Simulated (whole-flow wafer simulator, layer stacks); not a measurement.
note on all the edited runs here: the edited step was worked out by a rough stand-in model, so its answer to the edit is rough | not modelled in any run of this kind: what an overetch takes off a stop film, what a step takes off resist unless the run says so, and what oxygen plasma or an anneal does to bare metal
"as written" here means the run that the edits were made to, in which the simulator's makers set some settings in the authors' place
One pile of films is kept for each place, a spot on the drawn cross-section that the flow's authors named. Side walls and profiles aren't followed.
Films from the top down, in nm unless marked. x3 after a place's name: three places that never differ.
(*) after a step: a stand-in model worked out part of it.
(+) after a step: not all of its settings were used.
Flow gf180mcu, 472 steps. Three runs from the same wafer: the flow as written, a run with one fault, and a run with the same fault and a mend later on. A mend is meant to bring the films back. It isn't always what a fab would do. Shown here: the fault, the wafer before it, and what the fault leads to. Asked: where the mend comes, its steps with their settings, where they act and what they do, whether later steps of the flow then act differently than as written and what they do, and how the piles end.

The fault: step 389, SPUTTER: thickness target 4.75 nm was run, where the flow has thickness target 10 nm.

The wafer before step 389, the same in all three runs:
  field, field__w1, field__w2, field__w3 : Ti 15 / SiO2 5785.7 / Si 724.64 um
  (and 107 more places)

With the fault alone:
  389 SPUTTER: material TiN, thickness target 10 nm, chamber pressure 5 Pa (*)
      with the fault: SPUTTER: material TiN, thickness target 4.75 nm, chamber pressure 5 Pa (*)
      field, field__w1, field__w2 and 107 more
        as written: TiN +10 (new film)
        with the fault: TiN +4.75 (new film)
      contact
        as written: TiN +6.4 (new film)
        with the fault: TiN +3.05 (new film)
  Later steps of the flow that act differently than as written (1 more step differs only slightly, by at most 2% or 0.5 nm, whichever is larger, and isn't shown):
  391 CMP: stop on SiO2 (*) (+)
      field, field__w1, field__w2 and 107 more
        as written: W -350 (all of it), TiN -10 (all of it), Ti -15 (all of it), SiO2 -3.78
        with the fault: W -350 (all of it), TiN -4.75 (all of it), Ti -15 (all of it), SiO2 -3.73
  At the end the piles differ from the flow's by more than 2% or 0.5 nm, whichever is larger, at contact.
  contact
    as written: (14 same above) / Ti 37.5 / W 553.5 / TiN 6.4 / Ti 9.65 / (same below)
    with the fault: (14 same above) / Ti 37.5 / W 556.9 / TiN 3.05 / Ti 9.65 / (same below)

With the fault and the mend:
  The mend comes after step 389.
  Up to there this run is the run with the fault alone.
  389a SPUTTER: material TiN, thickness target 5.25 nm, chamber pressure 5 Pa (*) (the flow's step 389 once more, with other settings)
      field, field__w1, field__w2 and 107 more
        TiN +5.25
      contact
        TiN +3.36
  No later step of the flow acts differently than as written at any place that is followed.
  At the end the piles are the same as the flow's at every place that both follow.
